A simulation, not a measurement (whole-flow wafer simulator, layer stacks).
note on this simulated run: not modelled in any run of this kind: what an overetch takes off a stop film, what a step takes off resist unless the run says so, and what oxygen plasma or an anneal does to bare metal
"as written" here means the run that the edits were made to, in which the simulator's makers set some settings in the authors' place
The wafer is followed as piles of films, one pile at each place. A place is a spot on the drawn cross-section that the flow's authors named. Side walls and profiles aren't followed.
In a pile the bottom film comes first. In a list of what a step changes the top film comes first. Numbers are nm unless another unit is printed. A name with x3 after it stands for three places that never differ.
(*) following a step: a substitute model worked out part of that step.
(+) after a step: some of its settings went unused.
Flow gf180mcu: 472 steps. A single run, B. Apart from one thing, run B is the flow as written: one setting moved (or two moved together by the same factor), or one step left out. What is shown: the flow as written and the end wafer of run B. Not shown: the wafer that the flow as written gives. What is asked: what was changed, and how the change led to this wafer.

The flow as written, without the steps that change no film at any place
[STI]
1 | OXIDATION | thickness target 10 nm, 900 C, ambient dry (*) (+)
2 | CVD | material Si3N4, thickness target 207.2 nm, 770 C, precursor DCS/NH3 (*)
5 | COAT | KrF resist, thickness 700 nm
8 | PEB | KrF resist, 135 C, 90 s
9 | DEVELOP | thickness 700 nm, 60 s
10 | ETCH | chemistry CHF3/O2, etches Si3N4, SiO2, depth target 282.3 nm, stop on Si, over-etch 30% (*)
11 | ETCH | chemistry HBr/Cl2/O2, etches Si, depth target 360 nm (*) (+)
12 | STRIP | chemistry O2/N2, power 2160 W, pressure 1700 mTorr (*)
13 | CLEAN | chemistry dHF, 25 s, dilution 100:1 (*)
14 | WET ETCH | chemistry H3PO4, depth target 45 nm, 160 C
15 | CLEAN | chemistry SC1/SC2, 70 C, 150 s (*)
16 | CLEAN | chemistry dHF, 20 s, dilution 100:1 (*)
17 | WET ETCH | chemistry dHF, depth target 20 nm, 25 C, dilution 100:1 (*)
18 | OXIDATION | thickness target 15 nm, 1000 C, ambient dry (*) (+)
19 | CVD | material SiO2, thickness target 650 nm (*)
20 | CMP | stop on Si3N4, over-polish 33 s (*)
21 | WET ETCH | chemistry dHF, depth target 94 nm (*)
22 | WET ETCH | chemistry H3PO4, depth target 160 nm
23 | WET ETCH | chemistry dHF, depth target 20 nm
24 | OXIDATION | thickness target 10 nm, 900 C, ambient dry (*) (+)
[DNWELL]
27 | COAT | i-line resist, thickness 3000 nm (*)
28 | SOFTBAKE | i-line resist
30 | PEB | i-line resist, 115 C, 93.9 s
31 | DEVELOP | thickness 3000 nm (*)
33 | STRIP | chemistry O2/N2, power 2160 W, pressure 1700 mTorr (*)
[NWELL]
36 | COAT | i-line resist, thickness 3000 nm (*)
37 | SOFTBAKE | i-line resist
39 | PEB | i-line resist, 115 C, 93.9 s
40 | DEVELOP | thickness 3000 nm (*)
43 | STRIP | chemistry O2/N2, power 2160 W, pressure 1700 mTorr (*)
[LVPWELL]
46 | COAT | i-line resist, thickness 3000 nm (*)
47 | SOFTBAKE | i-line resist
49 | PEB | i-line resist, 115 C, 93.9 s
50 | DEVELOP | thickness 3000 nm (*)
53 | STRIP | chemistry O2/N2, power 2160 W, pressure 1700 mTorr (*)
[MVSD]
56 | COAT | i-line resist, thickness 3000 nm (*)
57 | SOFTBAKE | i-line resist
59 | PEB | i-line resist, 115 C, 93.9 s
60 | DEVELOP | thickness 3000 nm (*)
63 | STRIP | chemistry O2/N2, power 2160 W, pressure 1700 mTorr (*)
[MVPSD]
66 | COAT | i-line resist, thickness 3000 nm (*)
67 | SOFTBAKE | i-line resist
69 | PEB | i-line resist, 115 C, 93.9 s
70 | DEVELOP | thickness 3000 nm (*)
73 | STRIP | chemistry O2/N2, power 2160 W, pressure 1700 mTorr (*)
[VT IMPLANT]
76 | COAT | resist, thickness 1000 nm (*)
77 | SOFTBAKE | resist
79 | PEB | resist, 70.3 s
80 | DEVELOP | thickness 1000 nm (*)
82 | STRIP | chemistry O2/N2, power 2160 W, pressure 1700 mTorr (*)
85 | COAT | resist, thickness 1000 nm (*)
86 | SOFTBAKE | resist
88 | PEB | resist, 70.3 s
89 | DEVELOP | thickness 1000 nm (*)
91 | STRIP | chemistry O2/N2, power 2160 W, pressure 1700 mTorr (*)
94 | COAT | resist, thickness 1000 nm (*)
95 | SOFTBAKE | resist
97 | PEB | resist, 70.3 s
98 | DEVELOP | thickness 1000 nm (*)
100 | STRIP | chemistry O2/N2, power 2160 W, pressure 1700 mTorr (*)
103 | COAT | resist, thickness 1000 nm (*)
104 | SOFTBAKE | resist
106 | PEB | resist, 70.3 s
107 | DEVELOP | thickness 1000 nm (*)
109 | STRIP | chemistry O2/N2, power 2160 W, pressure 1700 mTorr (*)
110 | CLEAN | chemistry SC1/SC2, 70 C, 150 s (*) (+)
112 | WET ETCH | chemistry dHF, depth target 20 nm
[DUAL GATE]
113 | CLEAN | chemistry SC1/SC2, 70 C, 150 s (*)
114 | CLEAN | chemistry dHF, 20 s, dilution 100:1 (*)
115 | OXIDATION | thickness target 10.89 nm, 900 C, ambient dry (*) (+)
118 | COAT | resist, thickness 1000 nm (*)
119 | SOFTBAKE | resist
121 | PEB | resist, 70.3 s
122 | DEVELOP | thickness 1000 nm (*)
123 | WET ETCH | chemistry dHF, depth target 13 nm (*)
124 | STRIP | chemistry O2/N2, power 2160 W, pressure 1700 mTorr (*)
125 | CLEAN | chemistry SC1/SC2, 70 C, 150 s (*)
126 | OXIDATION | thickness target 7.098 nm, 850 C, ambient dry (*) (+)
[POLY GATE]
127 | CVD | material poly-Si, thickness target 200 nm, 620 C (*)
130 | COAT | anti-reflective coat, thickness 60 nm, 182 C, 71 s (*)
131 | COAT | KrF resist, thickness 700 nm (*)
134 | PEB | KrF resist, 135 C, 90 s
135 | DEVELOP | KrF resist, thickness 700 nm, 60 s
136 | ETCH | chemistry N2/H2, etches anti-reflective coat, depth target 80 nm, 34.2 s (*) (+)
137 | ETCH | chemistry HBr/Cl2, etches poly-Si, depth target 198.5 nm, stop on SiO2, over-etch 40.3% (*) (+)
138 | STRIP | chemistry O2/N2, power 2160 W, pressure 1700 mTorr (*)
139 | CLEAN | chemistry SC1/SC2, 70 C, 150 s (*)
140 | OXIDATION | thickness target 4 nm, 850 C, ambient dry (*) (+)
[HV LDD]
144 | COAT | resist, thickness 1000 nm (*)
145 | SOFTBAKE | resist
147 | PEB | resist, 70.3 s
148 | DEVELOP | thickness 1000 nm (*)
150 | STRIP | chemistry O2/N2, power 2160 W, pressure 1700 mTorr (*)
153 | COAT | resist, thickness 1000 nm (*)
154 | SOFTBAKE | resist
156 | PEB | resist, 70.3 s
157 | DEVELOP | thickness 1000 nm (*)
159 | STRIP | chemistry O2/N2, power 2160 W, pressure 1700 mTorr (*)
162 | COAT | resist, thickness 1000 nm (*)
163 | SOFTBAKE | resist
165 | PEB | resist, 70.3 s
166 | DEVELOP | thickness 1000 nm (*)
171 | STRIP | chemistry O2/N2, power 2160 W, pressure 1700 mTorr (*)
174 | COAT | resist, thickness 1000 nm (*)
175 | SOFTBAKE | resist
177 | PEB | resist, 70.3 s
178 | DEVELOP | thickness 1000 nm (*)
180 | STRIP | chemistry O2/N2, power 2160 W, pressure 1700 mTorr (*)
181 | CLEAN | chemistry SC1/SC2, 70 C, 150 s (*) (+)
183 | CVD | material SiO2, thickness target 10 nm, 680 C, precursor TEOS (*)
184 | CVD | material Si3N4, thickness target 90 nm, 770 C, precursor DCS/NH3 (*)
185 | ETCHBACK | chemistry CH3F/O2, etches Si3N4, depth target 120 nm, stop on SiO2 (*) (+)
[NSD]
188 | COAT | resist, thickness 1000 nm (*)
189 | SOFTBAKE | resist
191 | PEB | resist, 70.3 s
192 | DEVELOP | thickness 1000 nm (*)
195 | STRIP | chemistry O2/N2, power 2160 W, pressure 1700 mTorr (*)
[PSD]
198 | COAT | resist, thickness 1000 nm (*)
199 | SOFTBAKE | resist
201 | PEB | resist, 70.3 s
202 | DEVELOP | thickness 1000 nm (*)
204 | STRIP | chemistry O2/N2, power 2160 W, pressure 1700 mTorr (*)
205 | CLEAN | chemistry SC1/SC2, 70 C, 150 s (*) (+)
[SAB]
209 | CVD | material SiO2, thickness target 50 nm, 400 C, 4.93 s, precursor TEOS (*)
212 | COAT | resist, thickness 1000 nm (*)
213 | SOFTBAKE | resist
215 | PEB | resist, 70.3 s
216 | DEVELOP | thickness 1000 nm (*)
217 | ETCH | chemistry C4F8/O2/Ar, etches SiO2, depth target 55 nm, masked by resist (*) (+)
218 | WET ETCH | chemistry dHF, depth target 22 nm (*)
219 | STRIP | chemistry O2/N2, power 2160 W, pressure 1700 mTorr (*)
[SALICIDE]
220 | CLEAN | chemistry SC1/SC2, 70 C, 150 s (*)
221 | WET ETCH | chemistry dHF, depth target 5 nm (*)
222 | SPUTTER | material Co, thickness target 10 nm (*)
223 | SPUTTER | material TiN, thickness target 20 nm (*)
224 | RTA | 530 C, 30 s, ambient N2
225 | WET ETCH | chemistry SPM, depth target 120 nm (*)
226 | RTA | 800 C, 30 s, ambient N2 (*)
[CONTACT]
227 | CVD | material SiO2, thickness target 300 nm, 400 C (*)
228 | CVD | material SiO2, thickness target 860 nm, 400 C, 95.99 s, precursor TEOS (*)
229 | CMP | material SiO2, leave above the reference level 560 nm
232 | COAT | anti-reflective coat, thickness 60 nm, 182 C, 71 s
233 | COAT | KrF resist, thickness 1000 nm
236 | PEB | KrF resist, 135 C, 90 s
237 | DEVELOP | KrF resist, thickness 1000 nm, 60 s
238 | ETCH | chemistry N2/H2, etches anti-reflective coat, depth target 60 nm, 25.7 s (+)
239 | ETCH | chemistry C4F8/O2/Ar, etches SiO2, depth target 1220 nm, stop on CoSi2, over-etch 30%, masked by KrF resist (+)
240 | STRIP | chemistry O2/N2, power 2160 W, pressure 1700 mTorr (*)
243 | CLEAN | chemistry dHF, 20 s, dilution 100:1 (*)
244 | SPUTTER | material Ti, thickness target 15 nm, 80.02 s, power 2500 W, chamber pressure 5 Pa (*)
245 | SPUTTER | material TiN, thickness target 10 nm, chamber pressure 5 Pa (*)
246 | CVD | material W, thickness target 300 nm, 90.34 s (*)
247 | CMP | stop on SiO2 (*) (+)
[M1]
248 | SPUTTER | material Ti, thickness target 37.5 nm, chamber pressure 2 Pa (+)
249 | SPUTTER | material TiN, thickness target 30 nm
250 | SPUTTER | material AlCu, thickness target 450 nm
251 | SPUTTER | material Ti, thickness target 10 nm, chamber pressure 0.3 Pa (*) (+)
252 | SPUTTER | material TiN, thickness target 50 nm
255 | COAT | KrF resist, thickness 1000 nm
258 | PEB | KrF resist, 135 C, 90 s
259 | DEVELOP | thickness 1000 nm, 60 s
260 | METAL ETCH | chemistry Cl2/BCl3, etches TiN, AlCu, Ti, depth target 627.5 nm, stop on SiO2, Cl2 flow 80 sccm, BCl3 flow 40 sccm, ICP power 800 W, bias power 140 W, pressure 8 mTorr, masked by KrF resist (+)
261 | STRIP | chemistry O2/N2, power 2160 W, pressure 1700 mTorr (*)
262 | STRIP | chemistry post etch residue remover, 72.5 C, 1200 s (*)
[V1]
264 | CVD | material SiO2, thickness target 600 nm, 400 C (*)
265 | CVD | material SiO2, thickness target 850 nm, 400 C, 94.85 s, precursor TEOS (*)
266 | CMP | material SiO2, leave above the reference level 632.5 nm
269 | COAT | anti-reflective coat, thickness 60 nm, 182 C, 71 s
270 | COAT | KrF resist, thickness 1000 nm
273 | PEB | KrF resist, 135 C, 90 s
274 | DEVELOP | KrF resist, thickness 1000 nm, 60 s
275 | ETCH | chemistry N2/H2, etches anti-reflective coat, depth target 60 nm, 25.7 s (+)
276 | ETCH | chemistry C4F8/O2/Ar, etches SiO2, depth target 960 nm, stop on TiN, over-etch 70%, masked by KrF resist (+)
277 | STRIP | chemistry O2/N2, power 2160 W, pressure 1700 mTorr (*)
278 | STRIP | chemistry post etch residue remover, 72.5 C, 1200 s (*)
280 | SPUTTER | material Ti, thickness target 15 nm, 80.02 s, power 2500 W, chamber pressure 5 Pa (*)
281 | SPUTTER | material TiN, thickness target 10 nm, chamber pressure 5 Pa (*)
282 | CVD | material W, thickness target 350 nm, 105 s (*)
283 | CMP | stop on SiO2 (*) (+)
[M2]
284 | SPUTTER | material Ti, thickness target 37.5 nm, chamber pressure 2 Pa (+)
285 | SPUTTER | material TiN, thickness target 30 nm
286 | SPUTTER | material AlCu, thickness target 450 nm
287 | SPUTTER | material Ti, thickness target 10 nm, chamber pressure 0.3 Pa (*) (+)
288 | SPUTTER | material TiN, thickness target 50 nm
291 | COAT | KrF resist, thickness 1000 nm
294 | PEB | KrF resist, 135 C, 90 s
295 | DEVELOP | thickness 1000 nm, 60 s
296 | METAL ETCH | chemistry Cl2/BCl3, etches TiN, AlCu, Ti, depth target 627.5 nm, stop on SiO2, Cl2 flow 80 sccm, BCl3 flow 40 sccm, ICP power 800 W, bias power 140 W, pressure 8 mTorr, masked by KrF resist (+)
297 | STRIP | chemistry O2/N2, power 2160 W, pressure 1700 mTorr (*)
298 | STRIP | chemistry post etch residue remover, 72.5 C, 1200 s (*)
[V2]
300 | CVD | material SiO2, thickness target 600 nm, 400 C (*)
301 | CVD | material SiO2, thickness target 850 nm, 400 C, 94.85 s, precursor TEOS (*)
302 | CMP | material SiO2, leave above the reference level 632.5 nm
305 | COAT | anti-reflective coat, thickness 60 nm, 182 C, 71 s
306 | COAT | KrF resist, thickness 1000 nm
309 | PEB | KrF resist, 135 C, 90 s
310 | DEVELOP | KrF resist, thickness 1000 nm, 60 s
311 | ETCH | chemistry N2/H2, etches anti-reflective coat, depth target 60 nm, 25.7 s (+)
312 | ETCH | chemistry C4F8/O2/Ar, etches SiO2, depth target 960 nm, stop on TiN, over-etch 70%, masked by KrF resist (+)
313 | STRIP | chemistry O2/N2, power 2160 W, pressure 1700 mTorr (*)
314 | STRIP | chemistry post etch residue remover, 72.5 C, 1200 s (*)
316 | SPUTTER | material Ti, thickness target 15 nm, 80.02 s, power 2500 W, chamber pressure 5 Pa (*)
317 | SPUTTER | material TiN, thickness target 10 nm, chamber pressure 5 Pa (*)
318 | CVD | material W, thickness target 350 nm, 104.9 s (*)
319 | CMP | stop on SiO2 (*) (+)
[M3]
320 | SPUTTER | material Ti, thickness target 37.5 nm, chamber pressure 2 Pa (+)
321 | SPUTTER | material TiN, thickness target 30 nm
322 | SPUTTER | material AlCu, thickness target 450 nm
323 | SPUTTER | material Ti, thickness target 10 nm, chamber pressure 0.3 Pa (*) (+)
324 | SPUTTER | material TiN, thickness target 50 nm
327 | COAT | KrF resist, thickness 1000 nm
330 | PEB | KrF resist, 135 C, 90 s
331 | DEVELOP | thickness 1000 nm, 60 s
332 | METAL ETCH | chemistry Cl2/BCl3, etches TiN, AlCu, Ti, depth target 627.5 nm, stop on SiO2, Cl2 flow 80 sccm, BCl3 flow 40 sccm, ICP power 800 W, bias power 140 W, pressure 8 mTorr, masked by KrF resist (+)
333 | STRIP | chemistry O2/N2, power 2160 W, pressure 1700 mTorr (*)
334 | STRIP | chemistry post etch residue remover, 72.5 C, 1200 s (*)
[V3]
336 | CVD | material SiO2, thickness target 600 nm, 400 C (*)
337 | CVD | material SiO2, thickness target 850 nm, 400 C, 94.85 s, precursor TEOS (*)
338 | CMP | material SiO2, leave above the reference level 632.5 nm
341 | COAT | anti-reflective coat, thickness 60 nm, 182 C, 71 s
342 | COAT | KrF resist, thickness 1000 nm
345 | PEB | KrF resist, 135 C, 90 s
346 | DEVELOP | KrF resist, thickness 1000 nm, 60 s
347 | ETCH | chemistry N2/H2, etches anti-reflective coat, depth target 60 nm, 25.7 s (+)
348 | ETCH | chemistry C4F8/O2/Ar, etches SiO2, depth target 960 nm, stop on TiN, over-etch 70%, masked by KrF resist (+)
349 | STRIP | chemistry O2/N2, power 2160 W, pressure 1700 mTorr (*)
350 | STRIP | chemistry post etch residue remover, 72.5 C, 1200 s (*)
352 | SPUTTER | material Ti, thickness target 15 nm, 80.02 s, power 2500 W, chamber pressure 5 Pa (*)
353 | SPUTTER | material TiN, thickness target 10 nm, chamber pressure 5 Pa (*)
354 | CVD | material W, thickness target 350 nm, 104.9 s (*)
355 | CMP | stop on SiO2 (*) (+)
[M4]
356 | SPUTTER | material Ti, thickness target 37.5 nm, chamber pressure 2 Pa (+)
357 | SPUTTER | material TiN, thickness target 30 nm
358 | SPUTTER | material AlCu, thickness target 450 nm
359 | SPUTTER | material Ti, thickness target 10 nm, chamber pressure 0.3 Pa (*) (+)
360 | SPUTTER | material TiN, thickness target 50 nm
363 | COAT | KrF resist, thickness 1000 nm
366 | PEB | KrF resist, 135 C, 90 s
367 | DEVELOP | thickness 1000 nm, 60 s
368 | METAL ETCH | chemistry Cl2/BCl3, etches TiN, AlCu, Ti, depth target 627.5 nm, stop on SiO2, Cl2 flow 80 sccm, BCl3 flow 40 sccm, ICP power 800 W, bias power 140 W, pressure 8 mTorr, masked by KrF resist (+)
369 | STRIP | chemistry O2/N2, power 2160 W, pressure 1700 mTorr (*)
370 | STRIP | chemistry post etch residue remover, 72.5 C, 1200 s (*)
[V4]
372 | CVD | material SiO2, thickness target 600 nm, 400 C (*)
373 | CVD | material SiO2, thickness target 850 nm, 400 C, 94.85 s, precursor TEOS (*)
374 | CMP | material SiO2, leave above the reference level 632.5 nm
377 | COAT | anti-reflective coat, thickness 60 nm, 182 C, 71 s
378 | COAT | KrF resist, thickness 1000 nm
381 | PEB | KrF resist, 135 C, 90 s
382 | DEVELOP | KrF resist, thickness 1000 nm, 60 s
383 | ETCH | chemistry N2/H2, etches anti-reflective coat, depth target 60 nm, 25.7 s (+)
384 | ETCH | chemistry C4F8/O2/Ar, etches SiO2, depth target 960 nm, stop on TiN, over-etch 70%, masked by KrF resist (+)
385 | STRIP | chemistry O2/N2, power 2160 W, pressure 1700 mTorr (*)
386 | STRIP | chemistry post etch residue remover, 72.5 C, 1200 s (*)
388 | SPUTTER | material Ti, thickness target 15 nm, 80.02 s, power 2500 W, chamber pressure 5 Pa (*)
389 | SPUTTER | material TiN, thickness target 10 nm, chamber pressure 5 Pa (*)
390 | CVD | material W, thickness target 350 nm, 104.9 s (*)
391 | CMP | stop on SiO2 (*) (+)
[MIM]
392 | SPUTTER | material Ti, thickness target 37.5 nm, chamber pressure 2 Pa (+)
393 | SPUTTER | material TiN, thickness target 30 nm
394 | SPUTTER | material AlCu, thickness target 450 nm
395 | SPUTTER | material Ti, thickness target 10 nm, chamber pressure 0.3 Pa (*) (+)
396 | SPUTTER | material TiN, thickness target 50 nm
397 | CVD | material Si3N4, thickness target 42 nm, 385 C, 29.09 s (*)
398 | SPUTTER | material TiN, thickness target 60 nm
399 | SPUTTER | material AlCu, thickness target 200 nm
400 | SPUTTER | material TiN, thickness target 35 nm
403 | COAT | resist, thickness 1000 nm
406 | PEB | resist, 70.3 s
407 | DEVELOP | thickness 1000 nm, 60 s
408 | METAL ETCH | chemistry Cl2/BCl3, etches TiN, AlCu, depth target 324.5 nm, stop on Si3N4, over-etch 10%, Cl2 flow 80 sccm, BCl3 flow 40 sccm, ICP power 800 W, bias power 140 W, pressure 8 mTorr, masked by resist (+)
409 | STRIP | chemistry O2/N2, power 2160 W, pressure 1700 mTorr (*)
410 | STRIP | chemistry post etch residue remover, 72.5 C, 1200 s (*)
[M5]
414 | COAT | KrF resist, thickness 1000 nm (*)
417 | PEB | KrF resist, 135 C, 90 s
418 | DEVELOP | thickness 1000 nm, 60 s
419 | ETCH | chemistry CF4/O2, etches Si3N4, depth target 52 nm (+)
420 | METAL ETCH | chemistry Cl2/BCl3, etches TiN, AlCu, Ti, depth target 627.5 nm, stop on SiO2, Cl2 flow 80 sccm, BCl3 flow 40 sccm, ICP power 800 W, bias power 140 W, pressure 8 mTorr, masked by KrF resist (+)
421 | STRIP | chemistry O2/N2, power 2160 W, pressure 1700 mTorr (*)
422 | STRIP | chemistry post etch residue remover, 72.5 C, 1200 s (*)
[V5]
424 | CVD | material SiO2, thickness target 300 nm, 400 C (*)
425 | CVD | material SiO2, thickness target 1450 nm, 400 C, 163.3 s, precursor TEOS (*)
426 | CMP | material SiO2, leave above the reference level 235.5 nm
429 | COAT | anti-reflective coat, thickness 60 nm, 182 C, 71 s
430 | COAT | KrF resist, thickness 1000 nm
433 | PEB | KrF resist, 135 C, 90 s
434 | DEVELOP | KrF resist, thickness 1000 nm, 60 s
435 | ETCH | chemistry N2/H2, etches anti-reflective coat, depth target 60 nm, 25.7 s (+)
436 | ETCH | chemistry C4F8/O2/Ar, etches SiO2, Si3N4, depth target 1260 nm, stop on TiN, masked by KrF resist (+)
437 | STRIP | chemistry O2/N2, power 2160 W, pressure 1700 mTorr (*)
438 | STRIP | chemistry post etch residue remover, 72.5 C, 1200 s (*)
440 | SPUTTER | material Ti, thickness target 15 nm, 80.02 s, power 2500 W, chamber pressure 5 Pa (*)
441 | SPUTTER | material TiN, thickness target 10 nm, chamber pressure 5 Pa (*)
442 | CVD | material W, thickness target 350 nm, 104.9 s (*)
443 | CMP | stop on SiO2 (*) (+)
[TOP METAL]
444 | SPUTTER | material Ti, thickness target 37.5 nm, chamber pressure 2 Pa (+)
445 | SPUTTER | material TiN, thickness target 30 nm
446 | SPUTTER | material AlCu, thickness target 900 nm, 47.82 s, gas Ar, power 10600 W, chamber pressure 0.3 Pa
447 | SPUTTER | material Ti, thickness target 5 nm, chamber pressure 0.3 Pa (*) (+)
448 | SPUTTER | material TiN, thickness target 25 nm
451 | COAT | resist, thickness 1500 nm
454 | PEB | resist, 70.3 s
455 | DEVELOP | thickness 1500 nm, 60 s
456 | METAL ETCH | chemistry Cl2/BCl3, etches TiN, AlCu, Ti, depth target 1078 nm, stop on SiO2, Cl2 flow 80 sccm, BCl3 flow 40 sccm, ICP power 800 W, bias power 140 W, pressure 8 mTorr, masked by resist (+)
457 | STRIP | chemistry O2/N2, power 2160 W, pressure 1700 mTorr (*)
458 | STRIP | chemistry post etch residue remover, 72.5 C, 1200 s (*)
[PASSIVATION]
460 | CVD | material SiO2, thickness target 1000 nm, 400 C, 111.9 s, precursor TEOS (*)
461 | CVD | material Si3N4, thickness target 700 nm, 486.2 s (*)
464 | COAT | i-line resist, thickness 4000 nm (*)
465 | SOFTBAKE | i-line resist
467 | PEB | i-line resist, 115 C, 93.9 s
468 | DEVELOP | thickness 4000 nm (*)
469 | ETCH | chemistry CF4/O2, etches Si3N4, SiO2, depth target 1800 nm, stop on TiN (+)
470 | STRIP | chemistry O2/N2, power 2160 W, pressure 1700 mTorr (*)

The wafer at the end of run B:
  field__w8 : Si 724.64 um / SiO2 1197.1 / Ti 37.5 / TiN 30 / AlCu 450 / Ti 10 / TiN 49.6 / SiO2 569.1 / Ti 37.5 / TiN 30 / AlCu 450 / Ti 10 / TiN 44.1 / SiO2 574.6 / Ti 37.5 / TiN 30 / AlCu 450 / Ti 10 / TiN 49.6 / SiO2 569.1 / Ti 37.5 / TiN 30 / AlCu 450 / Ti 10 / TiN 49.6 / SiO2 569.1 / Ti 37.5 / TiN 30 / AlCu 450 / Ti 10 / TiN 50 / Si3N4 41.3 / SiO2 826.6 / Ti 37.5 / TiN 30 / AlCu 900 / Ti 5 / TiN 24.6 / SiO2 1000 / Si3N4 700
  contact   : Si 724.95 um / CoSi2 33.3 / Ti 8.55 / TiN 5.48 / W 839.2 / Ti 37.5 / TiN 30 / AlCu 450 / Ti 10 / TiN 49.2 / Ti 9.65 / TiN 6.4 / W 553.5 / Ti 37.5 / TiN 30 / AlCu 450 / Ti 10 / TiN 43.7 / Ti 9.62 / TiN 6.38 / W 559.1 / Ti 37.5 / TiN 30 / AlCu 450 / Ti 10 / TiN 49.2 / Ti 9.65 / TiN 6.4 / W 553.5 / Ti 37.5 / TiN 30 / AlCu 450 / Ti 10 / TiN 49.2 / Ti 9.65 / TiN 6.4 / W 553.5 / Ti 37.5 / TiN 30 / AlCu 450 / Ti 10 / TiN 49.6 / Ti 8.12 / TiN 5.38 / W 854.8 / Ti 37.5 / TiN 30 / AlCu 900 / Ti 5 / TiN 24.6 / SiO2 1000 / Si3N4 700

The reason: step 288, SPUTTER: thickness target 44.5 nm was run, while the flow as written has thickness target 50 nm.

Step by step, how the change led to this:
  288 | SPUTTER | material TiN, thickness target 50 nm
      field, field__w1, field__w2 and 108 more: TiN gains 44.5 (new film) (in the flow as written it would be: TiN gains 50 (new film))
  296 | METAL ETCH | chemistry Cl2/BCl3, etches TiN, AlCu, Ti, depth target 627.5 nm, stop on SiO2, Cl2 flow 80 sccm, BCl3 flow 40 sccm, ICP power 800 W, bias power 140 W, pressure 8 mTorr, masked by KrF resist (+)
      field, field__w1, field__w2 and 103 more: TiN loses 44.5 (all of it), Ti loses 10 (all of it), AlCu loses 450 (all of it), TiN loses 30 (all of it), Ti loses 37.5 (all of it) (in the flow as written it would be: TiN loses 50 (all of it), Ti loses 10 (all of it), AlCu loses 450 (all of it), TiN loses 30 (all of it), Ti loses 37.5 (all of it))
